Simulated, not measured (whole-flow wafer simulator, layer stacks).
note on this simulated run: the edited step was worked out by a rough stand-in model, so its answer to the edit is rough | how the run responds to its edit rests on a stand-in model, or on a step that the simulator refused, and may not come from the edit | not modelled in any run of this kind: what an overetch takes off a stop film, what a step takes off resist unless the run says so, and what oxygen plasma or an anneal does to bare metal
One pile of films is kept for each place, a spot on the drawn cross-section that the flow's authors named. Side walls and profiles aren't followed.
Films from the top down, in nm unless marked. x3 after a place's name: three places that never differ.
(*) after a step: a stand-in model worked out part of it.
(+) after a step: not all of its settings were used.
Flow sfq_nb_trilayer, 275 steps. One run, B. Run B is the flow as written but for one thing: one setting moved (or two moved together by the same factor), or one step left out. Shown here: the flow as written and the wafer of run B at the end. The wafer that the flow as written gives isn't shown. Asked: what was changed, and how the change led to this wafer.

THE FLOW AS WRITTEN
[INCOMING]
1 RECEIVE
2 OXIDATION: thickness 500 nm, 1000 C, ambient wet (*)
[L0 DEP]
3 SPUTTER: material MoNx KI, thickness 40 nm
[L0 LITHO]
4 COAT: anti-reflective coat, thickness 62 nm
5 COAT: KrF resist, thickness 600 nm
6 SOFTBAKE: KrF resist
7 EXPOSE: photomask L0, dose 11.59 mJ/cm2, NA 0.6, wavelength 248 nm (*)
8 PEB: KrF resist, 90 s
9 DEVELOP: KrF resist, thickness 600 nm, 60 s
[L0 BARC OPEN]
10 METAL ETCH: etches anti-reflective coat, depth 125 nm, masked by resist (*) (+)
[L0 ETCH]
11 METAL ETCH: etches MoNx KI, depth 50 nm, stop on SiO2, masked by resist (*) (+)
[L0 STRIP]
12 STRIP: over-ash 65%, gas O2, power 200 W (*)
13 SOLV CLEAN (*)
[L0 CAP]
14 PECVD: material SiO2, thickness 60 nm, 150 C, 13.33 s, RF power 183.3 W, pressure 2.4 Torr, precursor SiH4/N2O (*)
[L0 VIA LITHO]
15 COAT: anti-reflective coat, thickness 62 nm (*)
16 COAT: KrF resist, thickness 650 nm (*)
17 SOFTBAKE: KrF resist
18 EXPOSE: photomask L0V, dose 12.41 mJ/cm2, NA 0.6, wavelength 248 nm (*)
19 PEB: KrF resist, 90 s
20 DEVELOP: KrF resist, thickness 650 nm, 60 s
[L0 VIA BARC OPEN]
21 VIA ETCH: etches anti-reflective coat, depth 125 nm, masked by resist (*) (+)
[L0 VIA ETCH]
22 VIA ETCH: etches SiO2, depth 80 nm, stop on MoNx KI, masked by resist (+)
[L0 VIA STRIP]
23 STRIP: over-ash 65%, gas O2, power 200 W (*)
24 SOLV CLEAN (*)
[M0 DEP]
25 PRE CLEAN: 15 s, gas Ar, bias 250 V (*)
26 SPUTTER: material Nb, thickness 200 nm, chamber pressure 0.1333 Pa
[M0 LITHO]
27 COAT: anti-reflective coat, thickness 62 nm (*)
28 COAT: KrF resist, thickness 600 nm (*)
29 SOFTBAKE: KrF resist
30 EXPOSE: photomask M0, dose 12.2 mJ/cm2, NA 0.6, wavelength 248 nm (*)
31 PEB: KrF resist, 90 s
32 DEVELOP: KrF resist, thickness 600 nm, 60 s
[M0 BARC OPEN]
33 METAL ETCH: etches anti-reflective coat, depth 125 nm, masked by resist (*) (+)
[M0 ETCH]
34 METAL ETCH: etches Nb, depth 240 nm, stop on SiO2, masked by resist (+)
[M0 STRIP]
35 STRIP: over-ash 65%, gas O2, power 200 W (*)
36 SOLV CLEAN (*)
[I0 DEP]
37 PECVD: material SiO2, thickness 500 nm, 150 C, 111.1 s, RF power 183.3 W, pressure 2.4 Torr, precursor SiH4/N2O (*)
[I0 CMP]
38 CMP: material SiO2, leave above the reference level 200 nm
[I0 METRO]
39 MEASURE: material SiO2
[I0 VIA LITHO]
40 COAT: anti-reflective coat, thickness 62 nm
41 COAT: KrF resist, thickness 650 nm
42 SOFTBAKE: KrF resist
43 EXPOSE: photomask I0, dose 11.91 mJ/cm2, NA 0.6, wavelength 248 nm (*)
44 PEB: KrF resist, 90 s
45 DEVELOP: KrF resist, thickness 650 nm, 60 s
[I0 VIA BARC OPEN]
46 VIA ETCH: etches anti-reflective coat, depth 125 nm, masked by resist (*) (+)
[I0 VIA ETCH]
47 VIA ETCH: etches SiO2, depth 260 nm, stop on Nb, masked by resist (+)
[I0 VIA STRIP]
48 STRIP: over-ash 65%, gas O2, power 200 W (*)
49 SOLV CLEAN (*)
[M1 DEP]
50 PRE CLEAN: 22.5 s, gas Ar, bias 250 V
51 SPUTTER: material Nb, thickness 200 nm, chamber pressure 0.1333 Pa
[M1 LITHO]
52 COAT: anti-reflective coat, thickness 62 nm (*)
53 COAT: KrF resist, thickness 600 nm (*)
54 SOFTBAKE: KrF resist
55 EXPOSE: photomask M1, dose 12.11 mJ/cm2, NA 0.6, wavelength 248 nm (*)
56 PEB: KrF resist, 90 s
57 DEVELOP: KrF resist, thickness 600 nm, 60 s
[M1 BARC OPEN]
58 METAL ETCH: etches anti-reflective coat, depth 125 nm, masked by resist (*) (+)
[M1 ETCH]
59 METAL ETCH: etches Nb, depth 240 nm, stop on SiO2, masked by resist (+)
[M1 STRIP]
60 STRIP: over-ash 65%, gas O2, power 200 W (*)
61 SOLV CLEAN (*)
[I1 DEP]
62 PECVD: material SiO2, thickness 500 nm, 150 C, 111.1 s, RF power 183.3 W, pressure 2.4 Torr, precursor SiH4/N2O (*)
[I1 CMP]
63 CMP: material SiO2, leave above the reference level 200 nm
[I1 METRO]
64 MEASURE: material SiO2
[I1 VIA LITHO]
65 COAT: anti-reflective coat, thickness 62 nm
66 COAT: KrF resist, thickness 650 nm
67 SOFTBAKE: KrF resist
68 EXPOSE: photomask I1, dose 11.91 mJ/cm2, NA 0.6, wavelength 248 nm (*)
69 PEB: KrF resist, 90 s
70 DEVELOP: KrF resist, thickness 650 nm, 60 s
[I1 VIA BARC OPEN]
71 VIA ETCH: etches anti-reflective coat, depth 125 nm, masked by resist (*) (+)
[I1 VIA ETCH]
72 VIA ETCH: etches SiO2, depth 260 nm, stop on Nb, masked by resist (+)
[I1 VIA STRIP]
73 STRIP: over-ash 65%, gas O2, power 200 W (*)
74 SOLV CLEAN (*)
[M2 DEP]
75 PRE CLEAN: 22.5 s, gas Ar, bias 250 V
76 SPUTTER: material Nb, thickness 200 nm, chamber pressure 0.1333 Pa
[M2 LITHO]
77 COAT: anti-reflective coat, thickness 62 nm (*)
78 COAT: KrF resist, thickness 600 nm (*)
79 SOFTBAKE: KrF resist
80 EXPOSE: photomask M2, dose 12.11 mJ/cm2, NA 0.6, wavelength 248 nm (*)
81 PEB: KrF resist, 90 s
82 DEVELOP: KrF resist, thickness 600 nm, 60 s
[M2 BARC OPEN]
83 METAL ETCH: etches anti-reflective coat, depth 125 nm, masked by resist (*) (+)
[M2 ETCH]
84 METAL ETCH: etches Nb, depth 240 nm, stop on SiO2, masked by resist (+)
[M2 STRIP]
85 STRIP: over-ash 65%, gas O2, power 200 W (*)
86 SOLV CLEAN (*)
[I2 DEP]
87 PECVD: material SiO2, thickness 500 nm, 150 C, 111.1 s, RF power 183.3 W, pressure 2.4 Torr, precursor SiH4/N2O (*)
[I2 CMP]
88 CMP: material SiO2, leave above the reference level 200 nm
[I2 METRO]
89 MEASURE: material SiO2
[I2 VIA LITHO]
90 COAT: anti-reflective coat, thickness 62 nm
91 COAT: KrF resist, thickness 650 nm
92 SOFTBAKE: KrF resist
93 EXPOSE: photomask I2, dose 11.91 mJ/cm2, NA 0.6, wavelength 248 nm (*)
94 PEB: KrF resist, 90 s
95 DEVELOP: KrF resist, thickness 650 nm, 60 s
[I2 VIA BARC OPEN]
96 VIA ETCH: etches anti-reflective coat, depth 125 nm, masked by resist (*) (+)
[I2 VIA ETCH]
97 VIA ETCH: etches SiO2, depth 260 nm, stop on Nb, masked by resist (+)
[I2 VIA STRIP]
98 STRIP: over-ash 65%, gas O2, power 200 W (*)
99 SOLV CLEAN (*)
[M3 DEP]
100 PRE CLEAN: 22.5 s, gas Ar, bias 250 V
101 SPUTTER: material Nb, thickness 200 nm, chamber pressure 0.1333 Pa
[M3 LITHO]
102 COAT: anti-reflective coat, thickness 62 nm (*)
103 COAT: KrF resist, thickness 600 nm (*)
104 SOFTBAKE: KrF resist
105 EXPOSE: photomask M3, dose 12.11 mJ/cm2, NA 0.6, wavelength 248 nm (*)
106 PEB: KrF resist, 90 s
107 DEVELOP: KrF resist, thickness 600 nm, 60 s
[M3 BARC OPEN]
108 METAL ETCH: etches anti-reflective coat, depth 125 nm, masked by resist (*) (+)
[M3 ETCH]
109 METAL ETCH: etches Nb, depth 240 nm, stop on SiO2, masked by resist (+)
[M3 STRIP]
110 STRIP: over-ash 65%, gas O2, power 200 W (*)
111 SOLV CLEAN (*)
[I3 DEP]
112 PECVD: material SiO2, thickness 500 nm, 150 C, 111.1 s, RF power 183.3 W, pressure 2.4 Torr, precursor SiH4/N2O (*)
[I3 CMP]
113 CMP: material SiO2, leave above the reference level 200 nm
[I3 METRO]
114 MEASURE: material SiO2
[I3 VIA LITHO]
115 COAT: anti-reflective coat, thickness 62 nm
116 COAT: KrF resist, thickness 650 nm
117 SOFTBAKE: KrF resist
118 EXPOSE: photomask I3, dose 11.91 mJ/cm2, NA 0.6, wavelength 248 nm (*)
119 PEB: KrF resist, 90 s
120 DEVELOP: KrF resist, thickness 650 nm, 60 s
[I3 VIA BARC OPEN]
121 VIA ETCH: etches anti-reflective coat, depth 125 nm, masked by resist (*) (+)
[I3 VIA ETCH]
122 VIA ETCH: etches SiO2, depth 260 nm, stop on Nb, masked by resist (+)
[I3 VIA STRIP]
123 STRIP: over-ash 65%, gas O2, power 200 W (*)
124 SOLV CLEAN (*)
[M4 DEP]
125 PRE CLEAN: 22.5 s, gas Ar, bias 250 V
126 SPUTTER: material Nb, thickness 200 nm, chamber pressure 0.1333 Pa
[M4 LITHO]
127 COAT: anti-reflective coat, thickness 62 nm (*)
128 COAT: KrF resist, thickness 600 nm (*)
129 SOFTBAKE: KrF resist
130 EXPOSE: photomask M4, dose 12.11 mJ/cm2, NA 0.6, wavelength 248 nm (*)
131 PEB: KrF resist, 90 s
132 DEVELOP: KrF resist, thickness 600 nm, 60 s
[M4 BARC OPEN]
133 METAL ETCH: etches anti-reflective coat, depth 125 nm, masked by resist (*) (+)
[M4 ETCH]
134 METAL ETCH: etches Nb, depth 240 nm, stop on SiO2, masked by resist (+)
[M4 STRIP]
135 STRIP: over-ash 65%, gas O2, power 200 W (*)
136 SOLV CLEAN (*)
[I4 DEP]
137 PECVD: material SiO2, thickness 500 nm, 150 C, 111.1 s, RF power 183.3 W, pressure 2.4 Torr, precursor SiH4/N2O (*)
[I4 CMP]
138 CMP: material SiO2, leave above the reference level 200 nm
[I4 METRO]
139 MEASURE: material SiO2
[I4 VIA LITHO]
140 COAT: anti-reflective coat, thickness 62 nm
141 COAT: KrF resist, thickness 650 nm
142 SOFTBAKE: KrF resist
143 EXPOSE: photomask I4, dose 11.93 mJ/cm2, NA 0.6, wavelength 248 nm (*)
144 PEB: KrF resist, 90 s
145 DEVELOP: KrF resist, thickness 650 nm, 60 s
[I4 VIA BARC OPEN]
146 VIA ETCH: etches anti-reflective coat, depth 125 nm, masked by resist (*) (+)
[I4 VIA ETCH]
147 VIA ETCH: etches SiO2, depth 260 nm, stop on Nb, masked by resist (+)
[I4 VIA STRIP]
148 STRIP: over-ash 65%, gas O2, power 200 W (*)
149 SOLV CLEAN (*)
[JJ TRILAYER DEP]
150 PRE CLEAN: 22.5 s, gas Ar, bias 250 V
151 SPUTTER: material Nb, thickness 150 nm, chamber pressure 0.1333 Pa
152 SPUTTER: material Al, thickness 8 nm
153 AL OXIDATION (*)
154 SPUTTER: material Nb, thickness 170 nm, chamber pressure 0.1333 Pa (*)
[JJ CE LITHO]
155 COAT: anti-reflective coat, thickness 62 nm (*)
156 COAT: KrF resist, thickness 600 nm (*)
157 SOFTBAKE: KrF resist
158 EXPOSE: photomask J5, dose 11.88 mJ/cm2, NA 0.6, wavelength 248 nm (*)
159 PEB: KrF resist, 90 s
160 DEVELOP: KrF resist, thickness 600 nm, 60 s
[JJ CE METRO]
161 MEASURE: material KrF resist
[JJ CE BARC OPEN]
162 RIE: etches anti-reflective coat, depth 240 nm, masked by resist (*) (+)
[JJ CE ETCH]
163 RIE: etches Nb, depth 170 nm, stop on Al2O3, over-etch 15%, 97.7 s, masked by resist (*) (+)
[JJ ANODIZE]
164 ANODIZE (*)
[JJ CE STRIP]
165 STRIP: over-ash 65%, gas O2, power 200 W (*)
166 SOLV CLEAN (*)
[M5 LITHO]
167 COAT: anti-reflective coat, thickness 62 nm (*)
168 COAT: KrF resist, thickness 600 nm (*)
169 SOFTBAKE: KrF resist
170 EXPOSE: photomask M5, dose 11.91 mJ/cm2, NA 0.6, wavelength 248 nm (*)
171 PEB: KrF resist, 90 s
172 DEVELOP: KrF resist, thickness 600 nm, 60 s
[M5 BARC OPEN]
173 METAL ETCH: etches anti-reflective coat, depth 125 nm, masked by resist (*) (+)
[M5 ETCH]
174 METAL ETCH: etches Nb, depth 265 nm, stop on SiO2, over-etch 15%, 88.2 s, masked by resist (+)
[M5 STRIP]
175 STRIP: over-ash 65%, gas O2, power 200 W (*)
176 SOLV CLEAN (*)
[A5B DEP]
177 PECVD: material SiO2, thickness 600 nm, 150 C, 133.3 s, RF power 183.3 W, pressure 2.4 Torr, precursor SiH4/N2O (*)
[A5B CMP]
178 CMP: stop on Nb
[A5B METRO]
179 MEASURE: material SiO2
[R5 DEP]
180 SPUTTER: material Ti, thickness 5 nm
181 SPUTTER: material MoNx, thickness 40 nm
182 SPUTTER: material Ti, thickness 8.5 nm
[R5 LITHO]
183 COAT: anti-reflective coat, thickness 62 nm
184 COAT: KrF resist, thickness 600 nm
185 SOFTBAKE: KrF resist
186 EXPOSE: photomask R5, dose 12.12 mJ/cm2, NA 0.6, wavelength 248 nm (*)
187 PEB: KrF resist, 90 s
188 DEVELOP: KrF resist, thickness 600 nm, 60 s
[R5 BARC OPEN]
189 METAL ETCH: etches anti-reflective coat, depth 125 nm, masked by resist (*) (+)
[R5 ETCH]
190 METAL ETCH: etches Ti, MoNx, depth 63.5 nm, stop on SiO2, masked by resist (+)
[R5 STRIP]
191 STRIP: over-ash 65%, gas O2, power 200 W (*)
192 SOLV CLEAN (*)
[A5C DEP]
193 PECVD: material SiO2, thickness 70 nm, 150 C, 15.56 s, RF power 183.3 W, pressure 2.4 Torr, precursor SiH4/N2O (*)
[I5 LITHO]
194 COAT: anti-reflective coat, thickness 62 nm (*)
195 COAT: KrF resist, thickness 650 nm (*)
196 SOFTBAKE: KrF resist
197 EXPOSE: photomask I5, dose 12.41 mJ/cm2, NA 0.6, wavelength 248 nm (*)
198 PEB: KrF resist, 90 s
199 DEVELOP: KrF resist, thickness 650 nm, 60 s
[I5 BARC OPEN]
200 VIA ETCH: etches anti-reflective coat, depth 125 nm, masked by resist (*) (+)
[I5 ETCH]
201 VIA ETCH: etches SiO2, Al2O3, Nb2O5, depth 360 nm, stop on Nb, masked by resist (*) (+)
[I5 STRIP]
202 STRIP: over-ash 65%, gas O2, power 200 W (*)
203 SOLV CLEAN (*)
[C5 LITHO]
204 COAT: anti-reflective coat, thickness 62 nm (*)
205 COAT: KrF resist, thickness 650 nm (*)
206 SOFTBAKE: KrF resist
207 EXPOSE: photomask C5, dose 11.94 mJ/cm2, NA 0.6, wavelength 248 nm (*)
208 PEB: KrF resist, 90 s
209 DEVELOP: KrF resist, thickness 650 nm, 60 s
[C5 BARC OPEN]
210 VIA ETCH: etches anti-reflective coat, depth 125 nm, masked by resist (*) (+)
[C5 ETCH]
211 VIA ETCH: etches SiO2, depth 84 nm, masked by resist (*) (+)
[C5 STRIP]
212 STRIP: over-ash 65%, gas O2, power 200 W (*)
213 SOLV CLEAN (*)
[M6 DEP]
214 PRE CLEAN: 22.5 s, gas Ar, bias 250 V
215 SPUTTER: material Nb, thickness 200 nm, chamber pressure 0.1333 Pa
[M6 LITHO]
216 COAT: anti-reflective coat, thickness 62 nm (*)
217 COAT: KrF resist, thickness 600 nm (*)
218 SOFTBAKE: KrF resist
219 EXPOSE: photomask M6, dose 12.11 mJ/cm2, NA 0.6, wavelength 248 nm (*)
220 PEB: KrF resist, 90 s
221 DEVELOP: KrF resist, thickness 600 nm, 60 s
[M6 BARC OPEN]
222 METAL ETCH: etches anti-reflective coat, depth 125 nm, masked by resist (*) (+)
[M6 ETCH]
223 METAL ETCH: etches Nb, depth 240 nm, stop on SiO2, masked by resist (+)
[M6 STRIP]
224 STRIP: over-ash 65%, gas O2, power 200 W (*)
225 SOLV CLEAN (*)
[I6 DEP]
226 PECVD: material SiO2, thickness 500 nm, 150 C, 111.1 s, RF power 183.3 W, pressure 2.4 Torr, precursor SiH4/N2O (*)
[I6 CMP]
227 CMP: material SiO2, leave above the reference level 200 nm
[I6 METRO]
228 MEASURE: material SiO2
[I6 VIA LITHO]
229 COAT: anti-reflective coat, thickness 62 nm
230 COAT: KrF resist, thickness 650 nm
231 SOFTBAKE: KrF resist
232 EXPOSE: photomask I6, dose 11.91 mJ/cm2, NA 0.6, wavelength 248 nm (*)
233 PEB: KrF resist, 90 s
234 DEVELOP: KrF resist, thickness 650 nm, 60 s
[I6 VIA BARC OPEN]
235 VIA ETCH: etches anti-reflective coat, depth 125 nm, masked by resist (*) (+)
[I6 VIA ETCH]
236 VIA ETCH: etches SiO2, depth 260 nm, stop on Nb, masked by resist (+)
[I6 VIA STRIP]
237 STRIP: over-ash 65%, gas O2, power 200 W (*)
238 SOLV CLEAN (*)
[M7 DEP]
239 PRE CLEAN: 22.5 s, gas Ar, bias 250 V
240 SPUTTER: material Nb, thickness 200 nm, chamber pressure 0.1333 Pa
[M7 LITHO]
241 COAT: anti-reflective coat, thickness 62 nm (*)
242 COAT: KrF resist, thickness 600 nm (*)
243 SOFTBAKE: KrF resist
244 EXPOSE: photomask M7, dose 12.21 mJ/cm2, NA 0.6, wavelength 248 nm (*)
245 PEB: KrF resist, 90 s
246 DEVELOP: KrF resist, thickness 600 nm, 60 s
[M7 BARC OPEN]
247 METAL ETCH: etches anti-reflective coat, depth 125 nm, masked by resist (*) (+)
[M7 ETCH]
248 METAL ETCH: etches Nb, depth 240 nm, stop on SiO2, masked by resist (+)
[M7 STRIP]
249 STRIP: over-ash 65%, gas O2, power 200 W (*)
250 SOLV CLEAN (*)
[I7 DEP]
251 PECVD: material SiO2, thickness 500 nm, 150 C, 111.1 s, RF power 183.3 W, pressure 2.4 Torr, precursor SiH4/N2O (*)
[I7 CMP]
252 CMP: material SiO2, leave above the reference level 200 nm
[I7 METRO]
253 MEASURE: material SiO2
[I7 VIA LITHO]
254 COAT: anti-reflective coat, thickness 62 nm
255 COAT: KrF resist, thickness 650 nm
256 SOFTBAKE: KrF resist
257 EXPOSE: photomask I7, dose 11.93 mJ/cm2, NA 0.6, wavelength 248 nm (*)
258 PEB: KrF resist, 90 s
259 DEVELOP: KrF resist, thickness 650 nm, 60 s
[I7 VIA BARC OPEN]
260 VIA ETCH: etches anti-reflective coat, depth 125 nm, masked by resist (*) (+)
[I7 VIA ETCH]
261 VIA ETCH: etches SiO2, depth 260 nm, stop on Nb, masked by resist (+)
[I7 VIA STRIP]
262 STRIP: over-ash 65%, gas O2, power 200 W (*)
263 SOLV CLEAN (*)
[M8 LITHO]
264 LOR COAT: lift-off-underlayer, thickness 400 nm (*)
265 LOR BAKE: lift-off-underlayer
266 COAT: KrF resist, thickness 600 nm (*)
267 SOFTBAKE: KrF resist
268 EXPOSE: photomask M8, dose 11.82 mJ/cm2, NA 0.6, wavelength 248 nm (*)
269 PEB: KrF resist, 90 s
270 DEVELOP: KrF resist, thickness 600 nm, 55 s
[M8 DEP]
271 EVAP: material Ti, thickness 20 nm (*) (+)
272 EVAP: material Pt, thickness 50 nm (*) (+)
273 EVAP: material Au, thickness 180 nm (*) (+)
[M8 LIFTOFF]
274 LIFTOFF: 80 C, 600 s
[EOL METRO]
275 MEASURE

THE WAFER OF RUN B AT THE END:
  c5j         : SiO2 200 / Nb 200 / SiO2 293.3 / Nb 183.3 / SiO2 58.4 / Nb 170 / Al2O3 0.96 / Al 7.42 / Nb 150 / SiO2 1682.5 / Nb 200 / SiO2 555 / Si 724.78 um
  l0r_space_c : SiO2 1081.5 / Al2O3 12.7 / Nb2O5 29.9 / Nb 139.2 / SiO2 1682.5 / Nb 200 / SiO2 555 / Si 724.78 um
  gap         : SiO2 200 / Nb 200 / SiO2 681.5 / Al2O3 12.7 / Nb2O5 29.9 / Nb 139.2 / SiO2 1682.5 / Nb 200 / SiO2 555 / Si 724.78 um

The cause: step 137, PECVD: thickness 320 nm was run, where the flow has thickness 500 nm; step 137, PECVD: 71.11 s was run, where the flow has 111.1 s.

How the change led to this, step by step:
  137 PECVD: material SiO2, thickness 500 nm, 150 C, 111.1 s, RF power 183.3 W, pressure 2.4 Torr, precursor SiH4/N2O (*)
      field_l, be, be_sur and 55 more: SiO2 +320 (as written it would be: SiO2 +500)
      v_sur, via_wl, via_w and 35 more: SiO2 +320 (new film) (as written it would be: SiO2 +500 (new film))
      (and at 10 more places)
  138 CMP: material SiO2, leave above the reference level 200 nm
      field_l, be, be_sur and 55 more: nothing (as written it would be: SiO2 -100)
      p3_s0, p3_s1, p3_s2, p3_s3, p3_s4, p3_s5: nothing (as written it would be: SiO2 -157.1)
      (and at 42 more places)
  140 COAT: anti-reflective coat, thickness 62 nm
      gap, m0r_line_l, m0r_line_r, m6r_line_l, m6r_line_r, m7r_line_l, m7r_line_r: anti-reflective coat +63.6 (new film) (as written it would be: anti-reflective coat +62 (new film))
      p3_s0, p3_s1, p3_s2, p3_s3: anti-reflective coat +93.3 (new film) (as written it would be: anti-reflective coat +62 (new film))
      (and at 80 more places)
  141 COAT: KrF resist, thickness 650 nm
      m0r_line_l, m0r_line_r, m6r_line_l, m6r_line_r, m7r_line_l, m7r_line_r: KrF resist +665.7 (new film) (as written it would be: KrF resist +650 (new film))
      field_l, lsp_r: KrF resist +664.1 (new film) (as written it would be: KrF resist +650 (new film))
      (and at 41 more places)
  145 DEVELOP: KrF resist, thickness 650 nm, 60 s
      via_wl: KrF resist -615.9 (all of it) (as written it would be: KrF resist -648.6 (all of it))
      via_w: KrF resist -619.7 (all of it) (as written it would be: KrF resist -648.6 (all of it))
      (and at 1 more place)
  146 VIA ETCH: etches anti-reflective coat, depth 125 nm, masked by resist (*) (+)
      field_l, v_sur, via_sp and 100 more: KrF resist -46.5 (as written it would be: KrF resist -51.7)
      via_wl: anti-reflective coat -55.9 (all of it), SiO2 -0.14 (as written it would be: anti-reflective coat -62 (all of it), SiO2 -0.16)
      (and at 2 more places)
  148 STRIP: over-ash 65%, gas O2, power 200 W (*)
      m0r_line_l, m6r_line_l, m7r_line_l: KrF resist -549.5 (all of it), anti-reflective coat -63.6 (all of it) (as written it would be: KrF resist -528.6 (all of it), anti-reflective coat -62 (all of it))
      m0r_space_l, m6r_space_l, m7r_space_l: KrF resist -542.9 (all of it), anti-reflective coat -73.4 (all of it) (as written it would be: KrF resist -528.6 (all of it), anti-reflective coat -62 (all of it))
      (and at 86 more places)
  151 SPUTTER: material Nb, thickness 150 nm, chamber pressure 0.1333 Pa
      be, lsp_l: Nb +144 (new film) (as written it would be: Nb +150 (new film))
      via_v: Nb +127 (new film) (as written it would be: Nb +150 (new film))
  152 SPUTTER: material Al, thickness 8 nm
      via_v: Al +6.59 (new film) (as written it would be: Al +8 (new film))
  154 SPUTTER: material Nb, thickness 170 nm, chamber pressure 0.1333 Pa (*)
      be, lsp_l: Nb +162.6 (new film) (as written it would be: Nb +170 (new film))
      via_v: Nb +139.2 (new film) (as written it would be: Nb +170 (new film))
  155 COAT: anti-reflective coat, thickness 62 nm (*)
      p3_fr, wl_g_sr, m0r_space_r, m6r_space_r, m7r_space_r: anti-reflective coat +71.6 (new film) (as written it would be: anti-reflective coat +62 (new film))
      wl_a_m6, wl_a_sr, wl_b_sl, wl_b_m5: anti-reflective coat +60 (new film) (as written it would be: anti-reflective coat +62 (new film))
      (and at 77 more places)
  156 COAT: KrF resist, thickness 600 nm (*)
      m0r_line_l, m6r_line_l, m7r_line_l: KrF resist +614 (new film) (as written it would be: KrF resist +600 (new film))
      m0r_line_r, m6r_line_r, m7r_line_r: KrF resist +614.1 (new film) (as written it would be: KrF resist +600 (new film))
      (and at 50 more places)
  160 DEVELOP: KrF resist, thickness 600 nm, 60 s
      m0r_line_l, m6r_line_l, m7r_line_l: KrF resist -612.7 (all of it) (as written it would be: KrF resist -598.7 (all of it))
      m0r_line_r, m6r_line_r, m7r_line_r: KrF resist -612.8 (all of it) (as written it would be: KrF resist -598.7 (all of it))
      (and at 50 more places)
  162 RIE: etches anti-reflective coat, depth 240 nm, masked by resist (*) (+)
      p3_fr, wl_g_sr, m0r_space_r, m6r_space_r, m7r_space_r: anti-reflective coat -71.6 (all of it) (as written it would be: anti-reflective coat -62 (all of it))
      wl_a_m6, wl_a_sr, wl_b_sl, wl_b_m5: anti-reflective coat -60 (all of it) (as written it would be: anti-reflective coat -62 (all of it))
      (and at 76 more places)
  163 RIE: etches Nb, depth 170 nm, stop on Al2O3, over-etch 15%, 97.7 s, masked by resist (*) (+)
      via_v: Nb -139.2 (all of it), Al2O3 -0.96 (all of it) (as written it would be: Nb -170 (all of it), Al2O3 -0.51)
      be, lsp_l: Nb -162.6 (all of it), Al2O3 -0.66 (as written it would be: Nb -170 (all of it), Al2O3 -0.51)
  164 ANODIZE (*)
      via_v: Al2O3 +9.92 (new film), Nb2O5 +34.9 (new film), Al -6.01 (all of it), Nb -12.6 (as written it would be: Al2O3 +12.2, Nb2O5 +29.9 (new film), Al -7.42 (all of it), Nb -10.8)
      lsp_r, l0_sur, l0v: Al2O3 +11.9, Nb2O5 +30.6 (new film), Al -7.22 (all of it), Nb -11 (as written it would be: Al2O3 +12.2, Nb2O5 +29.9 (new film), Al -7.42 (all of it), Nb -10.8)
      (and at 2 more places)
  ... 46 more steps ...
  274 LIFTOFF: 80 C, 600 s
      be: Au -180 (all of it), Pt -50 (all of it), Ti -20 (all of it), KrF resist -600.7 (all of it), lift-off-underlayer -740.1 (all of it) (as written it would be: Au -180 (all of it), Pt -50 (all of it), Ti -20 (all of it), KrF resist -572.1 (all of it), lift-off-underlayer -398.5 (all of it))
      be_sur: Au -180 (all of it), Pt -50 (all of it), Ti -20 (all of it), KrF resist -582.8 (all of it), lift-off-underlayer -376.7 (all of it) (as written it would be: Au -180 (all of it), Pt -50 (all of it), Ti -20 (all of it), KrF resist -572.6 (all of it), lift-off-underlayer -398.9 (all of it))
Counting metal films that touch as one body, c5j has 5 bodies (between them, from the top down: SiO2 293.3; SiO2 58.4; Al2O3 0.96; SiO2 1682.5); the flow as written gives 4 bodies (between them, from the top down: SiO2 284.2; Al2O3 0.96; SiO2 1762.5).
